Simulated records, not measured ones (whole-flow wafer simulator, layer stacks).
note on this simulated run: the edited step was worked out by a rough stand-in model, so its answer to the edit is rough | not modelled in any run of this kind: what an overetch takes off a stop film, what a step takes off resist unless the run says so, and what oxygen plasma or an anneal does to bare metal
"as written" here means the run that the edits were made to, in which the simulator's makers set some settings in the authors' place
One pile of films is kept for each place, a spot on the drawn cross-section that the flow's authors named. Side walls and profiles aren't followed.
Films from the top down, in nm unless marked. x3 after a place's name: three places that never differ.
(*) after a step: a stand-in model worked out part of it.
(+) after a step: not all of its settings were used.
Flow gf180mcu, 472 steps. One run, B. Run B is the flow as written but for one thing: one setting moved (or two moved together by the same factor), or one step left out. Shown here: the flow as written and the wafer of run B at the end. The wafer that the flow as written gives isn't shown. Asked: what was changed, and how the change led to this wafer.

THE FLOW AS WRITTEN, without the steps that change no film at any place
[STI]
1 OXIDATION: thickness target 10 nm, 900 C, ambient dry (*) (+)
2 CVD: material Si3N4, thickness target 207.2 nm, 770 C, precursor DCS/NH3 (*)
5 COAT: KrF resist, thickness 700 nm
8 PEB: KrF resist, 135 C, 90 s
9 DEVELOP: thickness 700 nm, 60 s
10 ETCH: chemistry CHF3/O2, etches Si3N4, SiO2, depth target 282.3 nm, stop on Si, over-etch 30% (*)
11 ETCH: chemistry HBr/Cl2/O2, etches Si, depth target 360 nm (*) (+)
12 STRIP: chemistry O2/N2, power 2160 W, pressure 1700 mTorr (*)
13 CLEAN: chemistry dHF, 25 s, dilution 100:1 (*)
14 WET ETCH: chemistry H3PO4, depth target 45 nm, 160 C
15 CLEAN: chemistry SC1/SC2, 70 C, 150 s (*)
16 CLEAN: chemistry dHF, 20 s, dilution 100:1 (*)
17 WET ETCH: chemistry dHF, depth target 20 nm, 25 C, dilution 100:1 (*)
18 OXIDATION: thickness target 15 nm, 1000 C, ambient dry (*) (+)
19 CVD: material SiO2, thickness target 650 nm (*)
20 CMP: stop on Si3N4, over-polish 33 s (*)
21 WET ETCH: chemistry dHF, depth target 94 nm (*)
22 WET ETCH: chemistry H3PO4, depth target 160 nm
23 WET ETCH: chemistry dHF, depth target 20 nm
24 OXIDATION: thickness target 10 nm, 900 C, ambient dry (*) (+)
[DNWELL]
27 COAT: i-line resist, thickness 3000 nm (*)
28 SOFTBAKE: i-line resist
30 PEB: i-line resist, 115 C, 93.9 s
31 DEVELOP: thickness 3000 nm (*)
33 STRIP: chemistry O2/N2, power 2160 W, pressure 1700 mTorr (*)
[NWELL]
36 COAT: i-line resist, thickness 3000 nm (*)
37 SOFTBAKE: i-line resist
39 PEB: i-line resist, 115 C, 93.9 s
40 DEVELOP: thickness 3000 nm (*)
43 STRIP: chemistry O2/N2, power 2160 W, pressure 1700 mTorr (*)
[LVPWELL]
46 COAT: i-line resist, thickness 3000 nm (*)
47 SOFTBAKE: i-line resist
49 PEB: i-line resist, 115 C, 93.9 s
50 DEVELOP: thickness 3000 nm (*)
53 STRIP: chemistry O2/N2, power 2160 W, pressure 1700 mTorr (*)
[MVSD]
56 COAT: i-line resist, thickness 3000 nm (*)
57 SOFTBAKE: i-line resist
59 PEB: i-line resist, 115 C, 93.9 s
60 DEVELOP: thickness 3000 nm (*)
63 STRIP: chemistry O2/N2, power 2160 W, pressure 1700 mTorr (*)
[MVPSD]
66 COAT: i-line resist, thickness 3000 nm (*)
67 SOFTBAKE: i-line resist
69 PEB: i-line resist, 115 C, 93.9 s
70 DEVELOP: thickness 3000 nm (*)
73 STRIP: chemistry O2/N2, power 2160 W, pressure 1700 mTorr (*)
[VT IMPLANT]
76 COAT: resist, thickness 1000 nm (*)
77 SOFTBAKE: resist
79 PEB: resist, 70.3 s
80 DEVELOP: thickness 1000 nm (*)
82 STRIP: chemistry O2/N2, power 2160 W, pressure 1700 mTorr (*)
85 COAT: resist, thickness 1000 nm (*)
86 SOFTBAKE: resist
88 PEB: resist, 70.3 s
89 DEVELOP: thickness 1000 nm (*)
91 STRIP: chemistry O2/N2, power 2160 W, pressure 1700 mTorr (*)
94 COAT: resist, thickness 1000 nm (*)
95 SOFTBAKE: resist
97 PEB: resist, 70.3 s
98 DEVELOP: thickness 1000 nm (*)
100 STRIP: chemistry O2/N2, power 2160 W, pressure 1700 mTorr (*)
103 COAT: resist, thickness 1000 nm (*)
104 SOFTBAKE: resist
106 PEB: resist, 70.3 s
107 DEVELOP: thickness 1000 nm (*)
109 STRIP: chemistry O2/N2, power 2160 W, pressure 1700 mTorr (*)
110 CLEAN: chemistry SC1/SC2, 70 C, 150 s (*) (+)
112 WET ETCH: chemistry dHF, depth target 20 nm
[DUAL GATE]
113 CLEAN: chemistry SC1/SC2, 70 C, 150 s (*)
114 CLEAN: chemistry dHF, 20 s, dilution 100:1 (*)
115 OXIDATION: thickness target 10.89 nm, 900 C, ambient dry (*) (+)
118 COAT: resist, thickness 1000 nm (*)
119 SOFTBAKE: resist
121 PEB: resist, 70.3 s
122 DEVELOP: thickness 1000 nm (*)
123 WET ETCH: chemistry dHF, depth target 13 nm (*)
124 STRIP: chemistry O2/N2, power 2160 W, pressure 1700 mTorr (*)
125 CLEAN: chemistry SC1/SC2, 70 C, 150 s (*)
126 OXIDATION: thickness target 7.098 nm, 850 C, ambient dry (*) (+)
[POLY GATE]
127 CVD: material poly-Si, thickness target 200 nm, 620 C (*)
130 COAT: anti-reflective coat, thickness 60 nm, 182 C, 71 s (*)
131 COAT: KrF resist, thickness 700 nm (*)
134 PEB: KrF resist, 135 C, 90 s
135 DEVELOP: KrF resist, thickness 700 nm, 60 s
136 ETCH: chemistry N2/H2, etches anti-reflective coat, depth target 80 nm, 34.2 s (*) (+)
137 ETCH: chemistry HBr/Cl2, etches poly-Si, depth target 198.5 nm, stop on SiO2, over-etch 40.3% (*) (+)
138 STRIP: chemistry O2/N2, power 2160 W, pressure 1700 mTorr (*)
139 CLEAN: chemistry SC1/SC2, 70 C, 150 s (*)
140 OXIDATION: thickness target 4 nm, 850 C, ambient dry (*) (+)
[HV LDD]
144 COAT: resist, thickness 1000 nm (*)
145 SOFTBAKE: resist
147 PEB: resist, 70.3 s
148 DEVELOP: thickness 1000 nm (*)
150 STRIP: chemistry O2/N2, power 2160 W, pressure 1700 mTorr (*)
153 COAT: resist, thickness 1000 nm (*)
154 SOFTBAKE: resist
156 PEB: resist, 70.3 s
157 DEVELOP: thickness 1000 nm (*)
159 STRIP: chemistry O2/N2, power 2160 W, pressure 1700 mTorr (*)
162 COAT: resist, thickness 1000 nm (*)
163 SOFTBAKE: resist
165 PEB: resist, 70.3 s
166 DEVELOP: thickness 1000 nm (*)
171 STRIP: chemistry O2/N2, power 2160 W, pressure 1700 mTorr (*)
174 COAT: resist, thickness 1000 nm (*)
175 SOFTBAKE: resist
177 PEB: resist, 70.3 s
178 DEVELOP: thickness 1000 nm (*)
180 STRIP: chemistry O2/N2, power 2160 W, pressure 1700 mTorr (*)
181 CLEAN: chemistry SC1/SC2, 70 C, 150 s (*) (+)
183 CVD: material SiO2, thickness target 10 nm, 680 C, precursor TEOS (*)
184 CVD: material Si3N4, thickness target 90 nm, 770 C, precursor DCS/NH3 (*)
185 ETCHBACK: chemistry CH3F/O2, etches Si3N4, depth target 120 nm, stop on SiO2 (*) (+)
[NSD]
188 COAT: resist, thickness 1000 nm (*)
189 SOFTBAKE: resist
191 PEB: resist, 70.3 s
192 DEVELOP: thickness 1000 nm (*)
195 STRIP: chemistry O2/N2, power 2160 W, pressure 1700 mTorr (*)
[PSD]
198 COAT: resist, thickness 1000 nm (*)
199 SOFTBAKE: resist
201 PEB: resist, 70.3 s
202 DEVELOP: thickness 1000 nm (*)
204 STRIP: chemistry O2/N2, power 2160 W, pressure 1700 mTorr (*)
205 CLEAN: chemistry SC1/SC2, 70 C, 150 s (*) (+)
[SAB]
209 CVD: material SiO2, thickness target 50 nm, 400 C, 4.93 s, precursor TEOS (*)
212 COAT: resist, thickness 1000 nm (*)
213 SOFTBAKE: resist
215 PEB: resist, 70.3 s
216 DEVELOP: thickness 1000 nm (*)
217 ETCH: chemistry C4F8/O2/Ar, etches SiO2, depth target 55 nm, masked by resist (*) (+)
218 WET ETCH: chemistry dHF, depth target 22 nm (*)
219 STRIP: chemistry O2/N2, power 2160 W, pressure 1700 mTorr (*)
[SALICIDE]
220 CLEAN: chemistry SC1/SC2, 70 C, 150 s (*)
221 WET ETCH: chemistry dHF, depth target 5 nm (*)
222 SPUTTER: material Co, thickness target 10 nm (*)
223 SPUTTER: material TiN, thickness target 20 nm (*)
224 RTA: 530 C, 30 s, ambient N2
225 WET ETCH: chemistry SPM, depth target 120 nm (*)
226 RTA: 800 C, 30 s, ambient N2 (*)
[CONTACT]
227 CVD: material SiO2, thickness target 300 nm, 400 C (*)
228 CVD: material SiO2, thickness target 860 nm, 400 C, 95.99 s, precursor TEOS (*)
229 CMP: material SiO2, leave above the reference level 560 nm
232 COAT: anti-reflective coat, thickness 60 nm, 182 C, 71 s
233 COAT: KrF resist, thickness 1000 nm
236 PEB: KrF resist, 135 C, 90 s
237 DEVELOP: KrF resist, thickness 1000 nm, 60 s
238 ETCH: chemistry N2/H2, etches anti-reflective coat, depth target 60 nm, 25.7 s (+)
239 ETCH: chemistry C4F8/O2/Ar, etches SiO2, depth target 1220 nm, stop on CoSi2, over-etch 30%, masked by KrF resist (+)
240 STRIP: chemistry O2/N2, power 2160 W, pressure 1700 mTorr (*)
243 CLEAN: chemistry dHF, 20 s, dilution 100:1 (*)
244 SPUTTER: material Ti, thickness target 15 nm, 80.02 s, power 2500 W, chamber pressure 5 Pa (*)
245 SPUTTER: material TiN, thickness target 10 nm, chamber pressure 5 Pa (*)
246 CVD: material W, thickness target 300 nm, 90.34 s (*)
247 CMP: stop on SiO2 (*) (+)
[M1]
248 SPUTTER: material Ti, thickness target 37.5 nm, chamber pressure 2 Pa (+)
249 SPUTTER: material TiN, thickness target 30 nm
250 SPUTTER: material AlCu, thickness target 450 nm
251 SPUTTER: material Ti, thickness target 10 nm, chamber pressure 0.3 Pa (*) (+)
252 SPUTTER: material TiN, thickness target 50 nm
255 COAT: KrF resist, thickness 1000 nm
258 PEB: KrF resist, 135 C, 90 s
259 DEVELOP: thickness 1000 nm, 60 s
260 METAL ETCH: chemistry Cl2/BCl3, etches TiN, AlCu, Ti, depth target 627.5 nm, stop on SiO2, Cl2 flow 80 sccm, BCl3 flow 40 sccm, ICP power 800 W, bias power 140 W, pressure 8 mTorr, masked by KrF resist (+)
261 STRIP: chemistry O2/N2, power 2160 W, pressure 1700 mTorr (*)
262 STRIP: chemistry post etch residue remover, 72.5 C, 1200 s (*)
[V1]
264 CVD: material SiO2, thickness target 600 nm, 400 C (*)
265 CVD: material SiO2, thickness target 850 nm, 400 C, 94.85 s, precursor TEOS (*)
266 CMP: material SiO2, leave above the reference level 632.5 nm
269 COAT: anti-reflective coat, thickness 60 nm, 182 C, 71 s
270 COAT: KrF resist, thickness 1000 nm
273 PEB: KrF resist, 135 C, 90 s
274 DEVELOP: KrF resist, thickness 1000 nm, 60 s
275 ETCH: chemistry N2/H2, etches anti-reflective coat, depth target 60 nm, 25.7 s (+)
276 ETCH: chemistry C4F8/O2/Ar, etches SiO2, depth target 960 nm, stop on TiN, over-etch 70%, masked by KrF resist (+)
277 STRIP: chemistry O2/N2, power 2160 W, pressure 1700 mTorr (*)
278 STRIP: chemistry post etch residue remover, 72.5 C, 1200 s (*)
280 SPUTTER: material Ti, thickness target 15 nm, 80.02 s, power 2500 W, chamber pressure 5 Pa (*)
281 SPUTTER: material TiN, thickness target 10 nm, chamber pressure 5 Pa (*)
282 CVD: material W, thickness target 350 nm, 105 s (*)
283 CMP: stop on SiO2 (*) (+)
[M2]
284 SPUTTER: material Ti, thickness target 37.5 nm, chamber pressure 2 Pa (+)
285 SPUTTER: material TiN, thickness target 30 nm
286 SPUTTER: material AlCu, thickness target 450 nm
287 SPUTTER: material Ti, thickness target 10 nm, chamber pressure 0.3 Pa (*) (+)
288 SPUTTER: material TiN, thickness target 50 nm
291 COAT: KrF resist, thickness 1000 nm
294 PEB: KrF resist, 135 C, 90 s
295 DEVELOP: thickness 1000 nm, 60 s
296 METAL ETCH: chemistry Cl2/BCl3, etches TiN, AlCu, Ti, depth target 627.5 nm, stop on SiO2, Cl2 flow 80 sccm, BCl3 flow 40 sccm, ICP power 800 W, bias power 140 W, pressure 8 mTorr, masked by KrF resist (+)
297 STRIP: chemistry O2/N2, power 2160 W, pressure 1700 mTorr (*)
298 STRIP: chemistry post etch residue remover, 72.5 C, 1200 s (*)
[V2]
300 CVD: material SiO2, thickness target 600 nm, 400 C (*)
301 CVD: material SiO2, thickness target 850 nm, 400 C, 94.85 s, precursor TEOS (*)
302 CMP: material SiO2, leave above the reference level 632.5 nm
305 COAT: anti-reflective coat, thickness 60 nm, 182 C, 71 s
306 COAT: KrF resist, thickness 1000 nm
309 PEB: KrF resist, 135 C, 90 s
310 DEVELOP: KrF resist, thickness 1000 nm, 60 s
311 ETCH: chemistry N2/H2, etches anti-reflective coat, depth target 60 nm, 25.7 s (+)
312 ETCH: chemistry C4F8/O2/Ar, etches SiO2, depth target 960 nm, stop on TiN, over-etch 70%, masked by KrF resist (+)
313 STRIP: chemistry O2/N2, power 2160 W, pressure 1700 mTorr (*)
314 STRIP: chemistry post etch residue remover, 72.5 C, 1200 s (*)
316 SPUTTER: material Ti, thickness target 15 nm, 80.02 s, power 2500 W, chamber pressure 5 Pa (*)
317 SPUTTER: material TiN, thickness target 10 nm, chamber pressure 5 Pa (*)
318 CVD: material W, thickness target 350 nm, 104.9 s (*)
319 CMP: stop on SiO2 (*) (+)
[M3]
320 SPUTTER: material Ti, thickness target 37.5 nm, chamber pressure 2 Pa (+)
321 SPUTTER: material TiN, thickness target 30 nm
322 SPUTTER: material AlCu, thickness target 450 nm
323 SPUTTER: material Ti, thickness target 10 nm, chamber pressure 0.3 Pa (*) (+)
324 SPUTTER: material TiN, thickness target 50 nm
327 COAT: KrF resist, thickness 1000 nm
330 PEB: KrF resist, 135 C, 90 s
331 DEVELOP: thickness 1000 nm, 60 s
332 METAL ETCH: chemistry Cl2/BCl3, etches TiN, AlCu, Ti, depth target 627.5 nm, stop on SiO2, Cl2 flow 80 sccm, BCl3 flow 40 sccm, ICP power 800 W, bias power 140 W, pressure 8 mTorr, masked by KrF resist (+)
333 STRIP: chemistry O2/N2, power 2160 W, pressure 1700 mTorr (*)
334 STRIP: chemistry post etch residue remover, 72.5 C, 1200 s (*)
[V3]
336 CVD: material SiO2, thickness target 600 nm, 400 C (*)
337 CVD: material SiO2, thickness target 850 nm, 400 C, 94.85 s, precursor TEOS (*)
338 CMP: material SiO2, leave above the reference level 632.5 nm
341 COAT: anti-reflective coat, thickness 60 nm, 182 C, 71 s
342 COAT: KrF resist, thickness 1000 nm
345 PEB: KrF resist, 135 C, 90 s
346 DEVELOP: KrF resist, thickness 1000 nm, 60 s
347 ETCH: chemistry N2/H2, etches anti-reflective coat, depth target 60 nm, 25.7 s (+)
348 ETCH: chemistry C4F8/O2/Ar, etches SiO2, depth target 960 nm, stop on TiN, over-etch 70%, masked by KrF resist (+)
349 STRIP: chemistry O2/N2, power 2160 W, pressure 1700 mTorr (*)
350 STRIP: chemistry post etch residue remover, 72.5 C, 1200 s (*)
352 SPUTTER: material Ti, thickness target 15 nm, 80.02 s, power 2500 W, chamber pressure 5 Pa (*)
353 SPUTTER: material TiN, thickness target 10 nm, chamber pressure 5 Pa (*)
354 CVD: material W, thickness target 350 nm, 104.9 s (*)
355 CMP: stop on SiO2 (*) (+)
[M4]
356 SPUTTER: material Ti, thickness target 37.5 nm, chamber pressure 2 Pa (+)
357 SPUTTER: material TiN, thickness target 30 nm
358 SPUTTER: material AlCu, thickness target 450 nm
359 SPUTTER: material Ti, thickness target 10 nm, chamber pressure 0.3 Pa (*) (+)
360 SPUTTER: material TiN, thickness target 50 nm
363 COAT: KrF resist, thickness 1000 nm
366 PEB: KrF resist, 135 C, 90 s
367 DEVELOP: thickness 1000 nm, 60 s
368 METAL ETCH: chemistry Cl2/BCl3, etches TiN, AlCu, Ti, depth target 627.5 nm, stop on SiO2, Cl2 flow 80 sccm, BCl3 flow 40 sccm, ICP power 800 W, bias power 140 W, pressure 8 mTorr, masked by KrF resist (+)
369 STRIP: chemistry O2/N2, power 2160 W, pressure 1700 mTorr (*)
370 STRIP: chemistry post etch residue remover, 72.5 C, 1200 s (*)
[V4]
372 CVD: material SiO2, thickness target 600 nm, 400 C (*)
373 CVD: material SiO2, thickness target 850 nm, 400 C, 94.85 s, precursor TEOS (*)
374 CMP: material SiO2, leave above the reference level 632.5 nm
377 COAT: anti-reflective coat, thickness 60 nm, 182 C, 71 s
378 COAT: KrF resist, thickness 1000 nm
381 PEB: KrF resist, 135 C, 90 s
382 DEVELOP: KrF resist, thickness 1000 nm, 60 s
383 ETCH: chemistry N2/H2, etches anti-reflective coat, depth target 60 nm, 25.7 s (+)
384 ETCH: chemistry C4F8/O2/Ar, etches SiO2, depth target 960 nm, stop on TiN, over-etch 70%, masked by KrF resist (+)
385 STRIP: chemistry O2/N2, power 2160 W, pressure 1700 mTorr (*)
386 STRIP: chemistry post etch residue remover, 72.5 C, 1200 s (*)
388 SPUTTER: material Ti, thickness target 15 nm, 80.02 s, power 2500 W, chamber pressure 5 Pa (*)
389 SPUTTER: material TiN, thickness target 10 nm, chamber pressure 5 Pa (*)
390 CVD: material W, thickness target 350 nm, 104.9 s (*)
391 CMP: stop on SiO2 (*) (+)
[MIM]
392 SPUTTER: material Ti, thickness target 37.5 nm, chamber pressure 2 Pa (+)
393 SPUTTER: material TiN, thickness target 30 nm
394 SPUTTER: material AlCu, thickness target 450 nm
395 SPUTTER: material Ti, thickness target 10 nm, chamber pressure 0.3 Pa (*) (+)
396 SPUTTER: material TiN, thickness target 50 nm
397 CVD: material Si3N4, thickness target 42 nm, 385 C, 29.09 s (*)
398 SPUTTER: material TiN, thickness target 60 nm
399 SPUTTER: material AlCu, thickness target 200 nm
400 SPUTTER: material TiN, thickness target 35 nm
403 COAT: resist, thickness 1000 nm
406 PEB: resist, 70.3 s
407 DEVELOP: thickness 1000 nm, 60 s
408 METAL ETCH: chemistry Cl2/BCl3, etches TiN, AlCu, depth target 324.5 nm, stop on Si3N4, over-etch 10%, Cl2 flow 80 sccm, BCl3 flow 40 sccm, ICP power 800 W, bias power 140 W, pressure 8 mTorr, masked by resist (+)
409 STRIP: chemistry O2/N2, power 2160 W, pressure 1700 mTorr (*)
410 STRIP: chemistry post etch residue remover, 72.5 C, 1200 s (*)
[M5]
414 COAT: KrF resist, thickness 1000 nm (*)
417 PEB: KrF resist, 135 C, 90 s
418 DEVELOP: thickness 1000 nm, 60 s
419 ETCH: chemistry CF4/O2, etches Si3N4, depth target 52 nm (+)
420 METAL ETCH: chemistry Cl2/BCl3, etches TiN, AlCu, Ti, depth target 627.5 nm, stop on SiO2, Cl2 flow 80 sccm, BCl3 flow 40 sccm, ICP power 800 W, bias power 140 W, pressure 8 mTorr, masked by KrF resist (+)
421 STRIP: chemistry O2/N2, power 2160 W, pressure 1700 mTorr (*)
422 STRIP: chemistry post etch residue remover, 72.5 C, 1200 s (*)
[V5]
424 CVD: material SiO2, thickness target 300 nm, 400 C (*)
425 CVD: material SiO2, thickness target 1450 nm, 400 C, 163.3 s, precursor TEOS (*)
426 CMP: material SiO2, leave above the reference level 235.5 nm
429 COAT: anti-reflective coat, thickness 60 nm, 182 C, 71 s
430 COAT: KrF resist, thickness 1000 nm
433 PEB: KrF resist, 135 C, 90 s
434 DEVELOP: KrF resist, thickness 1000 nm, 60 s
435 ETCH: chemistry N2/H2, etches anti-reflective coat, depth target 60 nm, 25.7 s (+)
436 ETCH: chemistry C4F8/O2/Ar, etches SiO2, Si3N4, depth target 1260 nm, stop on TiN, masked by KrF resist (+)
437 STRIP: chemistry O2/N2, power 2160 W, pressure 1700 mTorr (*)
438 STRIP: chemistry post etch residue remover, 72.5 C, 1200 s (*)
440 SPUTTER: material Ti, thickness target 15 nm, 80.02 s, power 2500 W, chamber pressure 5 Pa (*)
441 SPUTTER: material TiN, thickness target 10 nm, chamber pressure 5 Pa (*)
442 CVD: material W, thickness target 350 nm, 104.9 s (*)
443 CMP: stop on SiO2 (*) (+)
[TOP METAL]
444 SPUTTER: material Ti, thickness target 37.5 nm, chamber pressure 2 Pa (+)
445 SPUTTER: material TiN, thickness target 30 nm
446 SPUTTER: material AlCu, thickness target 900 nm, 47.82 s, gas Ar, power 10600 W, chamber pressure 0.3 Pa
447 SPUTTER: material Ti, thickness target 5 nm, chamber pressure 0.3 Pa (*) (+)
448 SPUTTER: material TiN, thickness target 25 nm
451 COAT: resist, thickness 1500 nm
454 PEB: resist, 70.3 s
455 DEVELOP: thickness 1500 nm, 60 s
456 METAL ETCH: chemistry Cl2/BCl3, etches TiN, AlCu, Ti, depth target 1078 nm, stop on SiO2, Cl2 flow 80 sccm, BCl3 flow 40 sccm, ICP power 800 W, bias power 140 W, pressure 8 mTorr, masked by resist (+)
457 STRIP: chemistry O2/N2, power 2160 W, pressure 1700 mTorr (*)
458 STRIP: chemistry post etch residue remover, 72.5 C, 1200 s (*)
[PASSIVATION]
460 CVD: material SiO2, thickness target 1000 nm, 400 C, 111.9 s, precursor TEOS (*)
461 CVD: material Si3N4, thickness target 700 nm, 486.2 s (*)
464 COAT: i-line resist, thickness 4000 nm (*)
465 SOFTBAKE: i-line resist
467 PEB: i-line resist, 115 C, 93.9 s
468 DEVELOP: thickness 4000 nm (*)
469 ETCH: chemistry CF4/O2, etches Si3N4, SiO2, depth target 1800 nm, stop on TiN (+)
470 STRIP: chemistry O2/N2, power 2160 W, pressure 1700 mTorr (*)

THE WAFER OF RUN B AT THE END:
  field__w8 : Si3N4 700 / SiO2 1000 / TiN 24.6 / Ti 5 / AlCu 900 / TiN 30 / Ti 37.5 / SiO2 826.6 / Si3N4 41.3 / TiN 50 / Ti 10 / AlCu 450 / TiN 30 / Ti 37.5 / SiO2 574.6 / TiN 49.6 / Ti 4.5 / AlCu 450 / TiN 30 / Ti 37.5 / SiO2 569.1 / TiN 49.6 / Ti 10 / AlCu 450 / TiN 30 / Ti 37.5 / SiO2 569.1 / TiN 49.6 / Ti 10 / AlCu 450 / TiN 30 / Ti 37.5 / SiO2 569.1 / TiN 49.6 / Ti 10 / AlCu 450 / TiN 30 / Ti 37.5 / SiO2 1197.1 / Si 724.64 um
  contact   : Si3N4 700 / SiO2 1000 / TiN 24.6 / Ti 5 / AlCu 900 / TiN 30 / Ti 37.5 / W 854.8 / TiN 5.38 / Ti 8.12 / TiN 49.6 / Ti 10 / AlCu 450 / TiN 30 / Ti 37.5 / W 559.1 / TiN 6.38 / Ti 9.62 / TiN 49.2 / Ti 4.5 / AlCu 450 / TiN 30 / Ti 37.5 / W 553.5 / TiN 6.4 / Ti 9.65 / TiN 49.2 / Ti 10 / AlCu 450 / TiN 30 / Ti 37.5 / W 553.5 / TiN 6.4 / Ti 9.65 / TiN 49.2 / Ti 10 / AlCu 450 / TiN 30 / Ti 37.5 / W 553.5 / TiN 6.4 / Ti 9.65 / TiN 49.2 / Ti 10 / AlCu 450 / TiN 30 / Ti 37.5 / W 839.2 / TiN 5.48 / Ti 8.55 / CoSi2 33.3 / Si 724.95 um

The cause: step 359, SPUTTER: thickness target 4.5 nm was run, where the flow has thickness target 10 nm.
It can be read off the wafer: field__w8 has Ti 4.5, and step 359 as written asks for 10 nm.

How the change led to this, step by step:
  359 SPUTTER: material Ti, thickness target 10 nm, chamber pressure 0.3 Pa (*) (+)
      field, field__w1, field__w2 and 108 more: Ti +4.5 (new film) (as written it would be: Ti +10 (new film))
  368 METAL ETCH: chemistry Cl2/BCl3, etches TiN, AlCu, Ti, depth target 627.5 nm, stop on SiO2, Cl2 flow 80 sccm, BCl3 flow 40 sccm, ICP power 800 W, bias power 140 W, pressure 8 mTorr, masked by KrF resist (+)
      field, field__w1, field__w2 and 103 more: TiN -50 (all of it), Ti -4.5 (all of it), AlCu -450 (all of it), TiN -30 (all of it), Ti -37.5 (all of it) (as written it would be: TiN -50 (all of it), Ti -10 (all of it), AlCu -450 (all of it), TiN -30 (all of it), Ti -37.5 (all of it))
